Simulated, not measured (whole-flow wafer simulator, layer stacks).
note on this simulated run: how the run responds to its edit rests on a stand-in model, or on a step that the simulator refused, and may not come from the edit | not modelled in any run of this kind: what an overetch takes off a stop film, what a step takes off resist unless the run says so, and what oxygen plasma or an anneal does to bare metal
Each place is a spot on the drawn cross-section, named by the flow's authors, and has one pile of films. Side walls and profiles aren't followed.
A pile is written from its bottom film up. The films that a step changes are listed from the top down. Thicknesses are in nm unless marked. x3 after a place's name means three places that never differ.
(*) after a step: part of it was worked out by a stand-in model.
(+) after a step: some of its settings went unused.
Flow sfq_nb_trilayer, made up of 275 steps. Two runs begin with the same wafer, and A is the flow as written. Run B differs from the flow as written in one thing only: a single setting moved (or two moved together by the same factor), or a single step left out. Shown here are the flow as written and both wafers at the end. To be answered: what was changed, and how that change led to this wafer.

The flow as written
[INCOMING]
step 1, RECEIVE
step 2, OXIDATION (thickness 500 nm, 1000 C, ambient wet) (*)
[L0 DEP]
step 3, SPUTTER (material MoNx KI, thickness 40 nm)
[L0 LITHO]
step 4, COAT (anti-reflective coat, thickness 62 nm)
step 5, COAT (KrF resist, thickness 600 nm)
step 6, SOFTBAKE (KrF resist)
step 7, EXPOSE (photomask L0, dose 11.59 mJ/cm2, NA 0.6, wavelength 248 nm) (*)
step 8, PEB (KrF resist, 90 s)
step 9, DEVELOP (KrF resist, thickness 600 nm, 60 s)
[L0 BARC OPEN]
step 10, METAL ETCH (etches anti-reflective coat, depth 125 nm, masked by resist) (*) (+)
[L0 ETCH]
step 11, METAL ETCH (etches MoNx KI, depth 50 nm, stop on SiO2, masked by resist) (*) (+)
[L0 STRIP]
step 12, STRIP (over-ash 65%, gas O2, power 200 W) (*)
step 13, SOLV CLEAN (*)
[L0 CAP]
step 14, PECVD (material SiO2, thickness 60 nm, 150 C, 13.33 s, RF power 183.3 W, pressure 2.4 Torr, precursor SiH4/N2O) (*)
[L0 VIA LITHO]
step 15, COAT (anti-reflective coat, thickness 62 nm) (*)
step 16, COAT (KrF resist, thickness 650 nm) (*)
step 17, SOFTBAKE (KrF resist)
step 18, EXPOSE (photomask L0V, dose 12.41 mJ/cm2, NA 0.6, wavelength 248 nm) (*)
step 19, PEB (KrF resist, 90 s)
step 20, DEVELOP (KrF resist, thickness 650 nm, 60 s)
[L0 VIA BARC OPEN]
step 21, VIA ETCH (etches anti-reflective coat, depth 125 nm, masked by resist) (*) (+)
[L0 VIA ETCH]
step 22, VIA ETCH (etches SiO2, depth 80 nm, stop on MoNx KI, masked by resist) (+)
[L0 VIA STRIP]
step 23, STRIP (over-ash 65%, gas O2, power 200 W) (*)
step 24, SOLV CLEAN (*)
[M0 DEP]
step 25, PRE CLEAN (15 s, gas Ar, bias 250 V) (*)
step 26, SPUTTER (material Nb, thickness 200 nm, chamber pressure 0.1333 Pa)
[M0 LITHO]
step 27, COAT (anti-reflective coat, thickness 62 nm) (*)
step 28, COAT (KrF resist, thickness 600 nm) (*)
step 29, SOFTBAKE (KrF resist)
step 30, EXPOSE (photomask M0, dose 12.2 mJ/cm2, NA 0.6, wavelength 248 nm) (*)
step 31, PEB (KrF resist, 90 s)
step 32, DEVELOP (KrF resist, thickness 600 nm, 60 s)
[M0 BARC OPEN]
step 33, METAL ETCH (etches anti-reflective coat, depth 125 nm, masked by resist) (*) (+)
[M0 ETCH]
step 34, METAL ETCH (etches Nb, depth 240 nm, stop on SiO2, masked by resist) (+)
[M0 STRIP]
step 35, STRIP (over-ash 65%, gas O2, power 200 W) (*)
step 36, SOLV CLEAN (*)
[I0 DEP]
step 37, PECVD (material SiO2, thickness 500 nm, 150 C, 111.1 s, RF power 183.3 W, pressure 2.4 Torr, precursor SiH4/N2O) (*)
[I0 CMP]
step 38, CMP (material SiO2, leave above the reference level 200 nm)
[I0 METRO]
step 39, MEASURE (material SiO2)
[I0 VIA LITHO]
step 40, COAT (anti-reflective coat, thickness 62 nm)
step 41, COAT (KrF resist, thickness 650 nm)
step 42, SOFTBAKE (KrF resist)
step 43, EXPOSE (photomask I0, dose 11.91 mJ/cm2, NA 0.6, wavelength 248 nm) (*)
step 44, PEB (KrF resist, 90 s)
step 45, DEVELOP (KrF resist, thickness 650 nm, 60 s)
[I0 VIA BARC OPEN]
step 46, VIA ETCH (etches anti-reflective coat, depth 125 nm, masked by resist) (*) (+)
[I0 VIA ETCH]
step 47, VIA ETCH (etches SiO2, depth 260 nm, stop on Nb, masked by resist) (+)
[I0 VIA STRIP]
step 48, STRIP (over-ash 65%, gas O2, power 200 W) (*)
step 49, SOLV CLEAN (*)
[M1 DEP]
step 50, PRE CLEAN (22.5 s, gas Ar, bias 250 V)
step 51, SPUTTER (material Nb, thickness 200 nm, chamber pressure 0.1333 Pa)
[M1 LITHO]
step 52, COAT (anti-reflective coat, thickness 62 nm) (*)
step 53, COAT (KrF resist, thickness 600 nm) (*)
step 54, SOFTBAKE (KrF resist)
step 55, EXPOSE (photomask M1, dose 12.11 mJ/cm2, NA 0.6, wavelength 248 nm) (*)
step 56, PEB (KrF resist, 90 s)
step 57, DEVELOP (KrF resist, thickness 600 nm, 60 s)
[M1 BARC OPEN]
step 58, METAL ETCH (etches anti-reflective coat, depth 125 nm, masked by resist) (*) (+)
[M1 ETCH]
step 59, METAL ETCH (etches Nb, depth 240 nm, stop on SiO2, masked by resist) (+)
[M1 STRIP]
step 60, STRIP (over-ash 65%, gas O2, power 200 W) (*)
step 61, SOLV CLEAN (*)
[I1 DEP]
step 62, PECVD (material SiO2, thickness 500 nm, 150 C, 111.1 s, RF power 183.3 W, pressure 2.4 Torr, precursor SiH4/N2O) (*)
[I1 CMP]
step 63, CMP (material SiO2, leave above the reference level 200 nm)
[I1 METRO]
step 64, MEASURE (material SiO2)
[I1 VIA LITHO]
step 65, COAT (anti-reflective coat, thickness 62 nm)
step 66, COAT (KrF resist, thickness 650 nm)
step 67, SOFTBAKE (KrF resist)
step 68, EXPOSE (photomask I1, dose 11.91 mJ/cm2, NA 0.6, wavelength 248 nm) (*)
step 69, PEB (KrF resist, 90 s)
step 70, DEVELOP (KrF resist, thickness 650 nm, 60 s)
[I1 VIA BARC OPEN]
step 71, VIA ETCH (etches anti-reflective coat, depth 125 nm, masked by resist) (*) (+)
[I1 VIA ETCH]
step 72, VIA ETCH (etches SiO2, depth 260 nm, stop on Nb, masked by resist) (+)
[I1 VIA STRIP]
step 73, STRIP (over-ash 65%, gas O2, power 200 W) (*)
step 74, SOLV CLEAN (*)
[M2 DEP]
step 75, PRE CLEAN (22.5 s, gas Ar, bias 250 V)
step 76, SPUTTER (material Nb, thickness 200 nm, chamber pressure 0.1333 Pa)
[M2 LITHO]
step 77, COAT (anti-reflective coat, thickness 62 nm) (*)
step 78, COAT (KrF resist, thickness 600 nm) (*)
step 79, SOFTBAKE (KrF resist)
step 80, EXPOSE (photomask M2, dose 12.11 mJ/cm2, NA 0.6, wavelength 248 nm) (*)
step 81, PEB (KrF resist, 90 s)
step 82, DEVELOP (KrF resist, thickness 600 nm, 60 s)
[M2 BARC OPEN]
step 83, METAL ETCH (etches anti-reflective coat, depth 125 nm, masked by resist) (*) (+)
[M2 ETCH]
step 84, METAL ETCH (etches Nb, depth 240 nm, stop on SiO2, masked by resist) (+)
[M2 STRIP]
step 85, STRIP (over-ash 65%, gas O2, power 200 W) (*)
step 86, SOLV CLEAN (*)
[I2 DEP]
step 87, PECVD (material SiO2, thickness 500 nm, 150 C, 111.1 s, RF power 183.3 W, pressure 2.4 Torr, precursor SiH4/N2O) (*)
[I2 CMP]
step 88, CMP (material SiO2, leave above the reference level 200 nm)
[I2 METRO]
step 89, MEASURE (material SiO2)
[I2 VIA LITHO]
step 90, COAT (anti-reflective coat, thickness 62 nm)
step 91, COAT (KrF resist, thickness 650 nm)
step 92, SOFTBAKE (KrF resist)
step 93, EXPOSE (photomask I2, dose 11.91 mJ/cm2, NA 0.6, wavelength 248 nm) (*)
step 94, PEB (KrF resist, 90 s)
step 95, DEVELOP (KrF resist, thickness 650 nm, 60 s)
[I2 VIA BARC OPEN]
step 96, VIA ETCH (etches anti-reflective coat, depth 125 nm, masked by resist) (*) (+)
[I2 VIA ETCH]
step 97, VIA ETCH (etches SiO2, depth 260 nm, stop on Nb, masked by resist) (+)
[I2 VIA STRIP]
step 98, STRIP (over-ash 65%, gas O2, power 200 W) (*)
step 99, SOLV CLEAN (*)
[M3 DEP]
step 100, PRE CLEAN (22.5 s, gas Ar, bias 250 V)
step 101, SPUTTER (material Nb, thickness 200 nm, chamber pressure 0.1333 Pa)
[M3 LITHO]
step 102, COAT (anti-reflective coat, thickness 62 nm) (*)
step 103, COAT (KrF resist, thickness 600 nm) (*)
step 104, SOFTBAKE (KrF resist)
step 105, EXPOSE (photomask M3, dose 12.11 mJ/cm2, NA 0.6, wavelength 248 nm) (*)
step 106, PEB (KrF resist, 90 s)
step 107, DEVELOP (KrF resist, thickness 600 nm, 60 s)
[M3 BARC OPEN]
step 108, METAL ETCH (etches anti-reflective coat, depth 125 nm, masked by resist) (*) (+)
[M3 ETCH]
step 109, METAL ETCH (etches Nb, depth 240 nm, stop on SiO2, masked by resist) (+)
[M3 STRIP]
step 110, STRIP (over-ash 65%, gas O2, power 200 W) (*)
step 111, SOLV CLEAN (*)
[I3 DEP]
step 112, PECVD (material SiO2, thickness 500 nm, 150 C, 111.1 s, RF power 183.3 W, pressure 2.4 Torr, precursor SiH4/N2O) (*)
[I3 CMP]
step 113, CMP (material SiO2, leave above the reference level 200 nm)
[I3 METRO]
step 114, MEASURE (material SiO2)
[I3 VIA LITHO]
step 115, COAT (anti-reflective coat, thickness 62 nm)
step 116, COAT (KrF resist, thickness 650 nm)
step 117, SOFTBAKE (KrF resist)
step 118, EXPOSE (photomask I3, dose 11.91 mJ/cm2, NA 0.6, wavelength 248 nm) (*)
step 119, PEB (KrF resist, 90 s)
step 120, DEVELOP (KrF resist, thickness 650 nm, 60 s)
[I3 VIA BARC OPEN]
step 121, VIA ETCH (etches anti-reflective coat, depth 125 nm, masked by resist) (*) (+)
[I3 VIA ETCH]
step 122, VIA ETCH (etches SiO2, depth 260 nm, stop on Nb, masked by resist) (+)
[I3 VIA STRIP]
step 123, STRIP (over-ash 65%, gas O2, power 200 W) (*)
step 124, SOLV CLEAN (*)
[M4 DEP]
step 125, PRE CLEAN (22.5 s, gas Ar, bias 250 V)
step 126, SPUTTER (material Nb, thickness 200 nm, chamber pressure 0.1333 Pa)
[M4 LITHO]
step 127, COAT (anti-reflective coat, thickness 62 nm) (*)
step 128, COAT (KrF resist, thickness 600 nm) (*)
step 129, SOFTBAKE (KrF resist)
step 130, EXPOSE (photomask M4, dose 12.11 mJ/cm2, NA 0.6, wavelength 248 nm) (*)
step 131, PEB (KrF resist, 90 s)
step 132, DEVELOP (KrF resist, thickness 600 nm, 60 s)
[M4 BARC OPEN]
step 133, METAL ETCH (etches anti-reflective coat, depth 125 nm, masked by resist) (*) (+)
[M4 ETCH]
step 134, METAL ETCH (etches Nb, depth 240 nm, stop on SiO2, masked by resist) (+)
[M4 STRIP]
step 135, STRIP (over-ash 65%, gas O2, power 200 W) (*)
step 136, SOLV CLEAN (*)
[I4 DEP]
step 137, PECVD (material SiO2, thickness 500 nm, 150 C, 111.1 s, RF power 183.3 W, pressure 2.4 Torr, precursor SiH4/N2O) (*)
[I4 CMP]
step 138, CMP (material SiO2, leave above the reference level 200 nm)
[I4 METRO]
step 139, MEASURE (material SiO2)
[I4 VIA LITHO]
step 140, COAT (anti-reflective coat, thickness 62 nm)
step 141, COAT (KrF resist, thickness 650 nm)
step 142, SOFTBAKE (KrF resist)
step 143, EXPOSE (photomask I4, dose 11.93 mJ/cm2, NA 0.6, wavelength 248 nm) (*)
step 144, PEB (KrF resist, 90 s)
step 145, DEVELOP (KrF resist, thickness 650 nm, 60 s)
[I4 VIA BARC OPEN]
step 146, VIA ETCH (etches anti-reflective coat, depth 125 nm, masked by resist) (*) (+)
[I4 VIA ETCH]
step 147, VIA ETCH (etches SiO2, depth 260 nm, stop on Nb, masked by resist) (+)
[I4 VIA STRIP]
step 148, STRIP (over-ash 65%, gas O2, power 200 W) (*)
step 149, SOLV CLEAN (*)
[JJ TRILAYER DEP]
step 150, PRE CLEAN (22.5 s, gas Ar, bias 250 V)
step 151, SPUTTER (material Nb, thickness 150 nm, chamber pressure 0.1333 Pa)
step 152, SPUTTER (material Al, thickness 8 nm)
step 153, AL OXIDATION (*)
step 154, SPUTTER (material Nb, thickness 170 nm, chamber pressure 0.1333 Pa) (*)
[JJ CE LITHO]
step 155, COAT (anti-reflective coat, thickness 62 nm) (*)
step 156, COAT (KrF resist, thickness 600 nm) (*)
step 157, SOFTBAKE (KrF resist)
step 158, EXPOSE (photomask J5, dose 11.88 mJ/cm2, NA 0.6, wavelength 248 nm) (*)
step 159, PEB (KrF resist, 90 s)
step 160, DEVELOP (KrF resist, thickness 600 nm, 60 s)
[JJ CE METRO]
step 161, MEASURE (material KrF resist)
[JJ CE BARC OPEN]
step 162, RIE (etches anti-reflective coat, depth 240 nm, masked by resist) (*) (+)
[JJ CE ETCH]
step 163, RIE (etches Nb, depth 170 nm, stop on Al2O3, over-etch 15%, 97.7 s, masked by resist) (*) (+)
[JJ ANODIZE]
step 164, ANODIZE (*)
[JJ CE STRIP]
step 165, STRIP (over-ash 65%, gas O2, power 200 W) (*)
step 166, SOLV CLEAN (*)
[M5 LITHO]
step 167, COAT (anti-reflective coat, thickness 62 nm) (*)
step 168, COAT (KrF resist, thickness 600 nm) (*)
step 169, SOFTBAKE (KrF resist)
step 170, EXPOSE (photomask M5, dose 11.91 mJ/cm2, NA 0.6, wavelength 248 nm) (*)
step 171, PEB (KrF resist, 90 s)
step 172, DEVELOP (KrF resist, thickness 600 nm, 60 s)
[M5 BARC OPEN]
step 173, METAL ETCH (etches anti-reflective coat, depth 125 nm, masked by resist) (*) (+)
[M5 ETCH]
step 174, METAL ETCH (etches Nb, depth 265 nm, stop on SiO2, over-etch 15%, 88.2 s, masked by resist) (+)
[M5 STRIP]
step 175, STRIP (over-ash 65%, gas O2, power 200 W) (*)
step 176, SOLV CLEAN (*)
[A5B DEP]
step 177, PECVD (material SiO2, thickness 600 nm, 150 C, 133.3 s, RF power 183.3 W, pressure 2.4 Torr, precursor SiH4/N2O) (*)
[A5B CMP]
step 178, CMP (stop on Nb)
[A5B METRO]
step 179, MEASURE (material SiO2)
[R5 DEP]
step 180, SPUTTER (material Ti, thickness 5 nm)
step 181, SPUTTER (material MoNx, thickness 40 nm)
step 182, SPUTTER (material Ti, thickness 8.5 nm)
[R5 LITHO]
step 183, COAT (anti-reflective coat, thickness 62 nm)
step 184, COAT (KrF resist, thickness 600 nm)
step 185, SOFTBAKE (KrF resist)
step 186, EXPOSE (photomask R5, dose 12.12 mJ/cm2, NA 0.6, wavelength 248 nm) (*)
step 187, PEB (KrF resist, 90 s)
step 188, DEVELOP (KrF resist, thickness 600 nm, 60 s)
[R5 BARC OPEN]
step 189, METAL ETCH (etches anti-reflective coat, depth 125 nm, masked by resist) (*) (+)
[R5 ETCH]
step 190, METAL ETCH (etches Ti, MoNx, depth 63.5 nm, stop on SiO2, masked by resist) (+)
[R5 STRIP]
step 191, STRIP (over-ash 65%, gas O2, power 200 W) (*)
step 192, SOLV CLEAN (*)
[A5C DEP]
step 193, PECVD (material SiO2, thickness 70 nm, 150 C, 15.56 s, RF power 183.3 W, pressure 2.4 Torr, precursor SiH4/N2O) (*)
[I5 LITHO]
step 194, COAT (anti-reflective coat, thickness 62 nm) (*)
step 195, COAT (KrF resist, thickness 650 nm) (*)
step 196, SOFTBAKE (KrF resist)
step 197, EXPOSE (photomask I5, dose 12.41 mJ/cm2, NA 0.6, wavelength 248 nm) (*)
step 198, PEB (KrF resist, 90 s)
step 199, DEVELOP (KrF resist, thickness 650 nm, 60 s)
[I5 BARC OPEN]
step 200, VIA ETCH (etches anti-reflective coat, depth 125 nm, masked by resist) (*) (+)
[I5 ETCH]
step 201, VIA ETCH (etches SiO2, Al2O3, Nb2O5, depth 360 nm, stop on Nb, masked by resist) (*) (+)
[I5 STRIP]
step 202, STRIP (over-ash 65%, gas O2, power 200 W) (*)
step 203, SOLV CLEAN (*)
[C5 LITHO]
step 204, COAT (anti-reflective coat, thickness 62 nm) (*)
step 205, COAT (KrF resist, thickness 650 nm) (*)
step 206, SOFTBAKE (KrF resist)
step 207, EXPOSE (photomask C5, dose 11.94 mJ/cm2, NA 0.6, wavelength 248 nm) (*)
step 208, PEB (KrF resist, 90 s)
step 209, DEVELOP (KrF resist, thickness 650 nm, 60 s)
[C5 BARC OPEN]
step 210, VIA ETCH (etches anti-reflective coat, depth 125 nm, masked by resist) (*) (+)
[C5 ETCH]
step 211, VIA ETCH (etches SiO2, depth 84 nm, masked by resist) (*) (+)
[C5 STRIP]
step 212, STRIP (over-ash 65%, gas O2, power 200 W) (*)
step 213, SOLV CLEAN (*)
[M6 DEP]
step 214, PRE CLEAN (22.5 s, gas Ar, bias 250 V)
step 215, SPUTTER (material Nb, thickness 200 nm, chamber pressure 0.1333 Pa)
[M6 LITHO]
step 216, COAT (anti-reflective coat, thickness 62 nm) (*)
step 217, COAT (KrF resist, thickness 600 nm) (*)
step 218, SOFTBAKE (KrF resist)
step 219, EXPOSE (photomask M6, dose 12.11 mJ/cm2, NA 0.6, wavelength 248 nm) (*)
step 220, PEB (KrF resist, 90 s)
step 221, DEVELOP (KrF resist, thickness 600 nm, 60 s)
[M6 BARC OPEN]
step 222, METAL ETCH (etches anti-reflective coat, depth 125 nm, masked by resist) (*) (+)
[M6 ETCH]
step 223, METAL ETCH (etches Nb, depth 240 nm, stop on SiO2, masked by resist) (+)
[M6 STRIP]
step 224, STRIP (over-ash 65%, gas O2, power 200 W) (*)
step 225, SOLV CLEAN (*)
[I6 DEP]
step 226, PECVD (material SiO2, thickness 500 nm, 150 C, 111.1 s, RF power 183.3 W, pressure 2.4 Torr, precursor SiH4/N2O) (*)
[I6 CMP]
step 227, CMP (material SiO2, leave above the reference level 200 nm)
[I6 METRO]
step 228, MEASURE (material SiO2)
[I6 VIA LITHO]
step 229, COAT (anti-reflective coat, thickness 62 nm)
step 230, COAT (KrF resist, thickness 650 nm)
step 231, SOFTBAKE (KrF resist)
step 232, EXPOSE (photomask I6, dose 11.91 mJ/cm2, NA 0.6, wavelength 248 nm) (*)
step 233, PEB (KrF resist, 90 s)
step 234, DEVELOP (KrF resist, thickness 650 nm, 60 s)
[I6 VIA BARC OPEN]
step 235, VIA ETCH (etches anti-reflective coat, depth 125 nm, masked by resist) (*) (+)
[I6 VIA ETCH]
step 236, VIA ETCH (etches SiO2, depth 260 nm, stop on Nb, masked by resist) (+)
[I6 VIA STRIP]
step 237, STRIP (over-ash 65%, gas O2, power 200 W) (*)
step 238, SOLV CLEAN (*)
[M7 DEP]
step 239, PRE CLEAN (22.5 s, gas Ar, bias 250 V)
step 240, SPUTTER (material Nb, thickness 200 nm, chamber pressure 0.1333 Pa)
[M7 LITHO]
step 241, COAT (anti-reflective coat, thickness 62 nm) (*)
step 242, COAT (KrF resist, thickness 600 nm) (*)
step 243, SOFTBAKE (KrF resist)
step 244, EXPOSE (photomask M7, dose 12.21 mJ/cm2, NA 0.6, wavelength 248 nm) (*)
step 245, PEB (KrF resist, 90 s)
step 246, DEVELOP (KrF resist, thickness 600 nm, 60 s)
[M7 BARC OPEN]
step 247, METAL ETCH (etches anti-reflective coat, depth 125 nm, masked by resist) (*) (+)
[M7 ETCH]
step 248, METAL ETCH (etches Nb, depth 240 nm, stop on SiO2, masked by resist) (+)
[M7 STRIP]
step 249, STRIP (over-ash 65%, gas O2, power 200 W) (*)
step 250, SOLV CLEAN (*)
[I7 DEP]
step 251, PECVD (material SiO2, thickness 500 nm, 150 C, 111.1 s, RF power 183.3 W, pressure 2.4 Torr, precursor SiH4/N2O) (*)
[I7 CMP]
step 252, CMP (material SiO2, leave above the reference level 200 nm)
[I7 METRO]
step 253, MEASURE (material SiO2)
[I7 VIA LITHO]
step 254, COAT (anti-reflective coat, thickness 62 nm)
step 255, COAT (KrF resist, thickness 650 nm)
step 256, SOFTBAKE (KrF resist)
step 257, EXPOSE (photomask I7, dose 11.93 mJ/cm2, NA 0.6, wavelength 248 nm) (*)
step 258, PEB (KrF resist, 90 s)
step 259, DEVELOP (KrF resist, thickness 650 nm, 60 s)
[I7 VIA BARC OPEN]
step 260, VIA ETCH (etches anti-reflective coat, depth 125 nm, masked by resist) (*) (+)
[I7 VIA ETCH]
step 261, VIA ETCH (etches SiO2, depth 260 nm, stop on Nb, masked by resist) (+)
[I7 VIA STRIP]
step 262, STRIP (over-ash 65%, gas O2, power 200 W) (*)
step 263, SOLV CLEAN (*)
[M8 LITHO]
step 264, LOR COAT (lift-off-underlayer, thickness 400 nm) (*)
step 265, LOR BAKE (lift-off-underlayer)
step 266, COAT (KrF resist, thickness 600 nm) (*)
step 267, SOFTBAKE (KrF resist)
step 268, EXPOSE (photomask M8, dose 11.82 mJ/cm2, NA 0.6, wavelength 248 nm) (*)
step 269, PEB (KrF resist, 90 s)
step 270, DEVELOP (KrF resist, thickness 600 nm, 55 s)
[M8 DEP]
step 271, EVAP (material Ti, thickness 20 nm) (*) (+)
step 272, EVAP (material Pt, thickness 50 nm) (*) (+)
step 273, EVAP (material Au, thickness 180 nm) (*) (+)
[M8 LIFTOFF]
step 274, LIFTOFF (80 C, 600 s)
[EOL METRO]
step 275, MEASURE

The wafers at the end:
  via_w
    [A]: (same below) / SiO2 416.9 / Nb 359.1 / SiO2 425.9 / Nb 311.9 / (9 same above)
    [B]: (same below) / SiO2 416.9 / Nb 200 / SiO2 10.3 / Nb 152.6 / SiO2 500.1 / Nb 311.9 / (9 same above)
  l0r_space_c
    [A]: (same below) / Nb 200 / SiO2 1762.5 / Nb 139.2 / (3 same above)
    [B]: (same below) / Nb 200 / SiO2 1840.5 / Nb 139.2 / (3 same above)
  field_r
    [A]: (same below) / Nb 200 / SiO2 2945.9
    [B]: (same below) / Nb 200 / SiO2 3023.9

The reason: step 88, CMP: leave above the reference level 278 nm was run, though the flow has leave above the reference level 200 nm.

The path from the change to this, step by step:
  step 88, CMP (material SiO2, leave above the reference level 200 nm)
      field_l, be, be_sur and 81 more: A -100 SiO2 | B -22 SiO2
      v_sur, via_wl, via_w and 18 more: A -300 SiO2 | B -222 SiO2
      (also at 1 further place)
  step 97, VIA ETCH (etches SiO2, depth 260 nm, stop on Nb, masked by resist) (+)
      via_w: A -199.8 SiO2 (all of it) | B -260 SiO2
  step 100, PRE CLEAN (22.5 s, gas Ar, bias 250 V)
      via_w: A -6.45 Nb | B -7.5 SiO2
  step 101, SPUTTER (material Nb, thickness 200 nm, chamber pressure 0.1333 Pa)
      via_w: A +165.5 Nb | B +152.6 Nb (new film)
  step 102, COAT (anti-reflective coat, thickness 62 nm) (*)
      via_wl, via_wr: A +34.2 anti-reflective coat (new film) | B +23 anti-reflective coat (new film)
      v_sur: A +61.1 anti-reflective coat (new film) | B +55.7 anti-reflective coat (new film)
      (also at 2 further places)
  step 103, COAT (KrF resist, thickness 600 nm) (*)
      via_w: A +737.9 KrF resist (new film) | B +794 KrF resist (new film)
  step 110, STRIP (over-ash 65%, gas O2, power 200 W) (*)
      v_sur: A -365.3 KrF resist (all of it), -61.1 anti-reflective coat (all of it) | B -362.3 KrF resist (all of it), -55.7 anti-reflective coat (all of it)
      via_wl: A -384.2 KrF resist (all of it), -34.2 anti-reflective coat (all of it) | B -383.9 KrF resist (all of it), -23 anti-reflective coat (all of it)
      (also at 3 further places)
  step 112, PECVD (material SiO2, thickness 500 nm, 150 C, 111.1 s, RF power 183.3 W, pressure 2.4 Torr, precursor SiH4/N2O) (*)
      via_w: A +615 SiO2 (new film) | B +664.6 SiO2 (new film)
  step 113, CMP (material SiO2, leave above the reference level 200 nm)
      via_w: A -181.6 SiO2 | B -157.1 SiO2
Taking metal films that touch as one body, via_w has 6 bodies (between them, from the top down: SiO2 192.5; SiO2 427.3 / Al2O3 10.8 / Nb2O5 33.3; SiO2 500.1; SiO2 10.3; SiO2 416.9); the flow as written gives 5 bodies (between them, from the top down: SiO2 192.5; SiO2 427.3 / Al2O3 10.8 / Nb2O5 33.3; SiO2 425.9; SiO2 416.9).
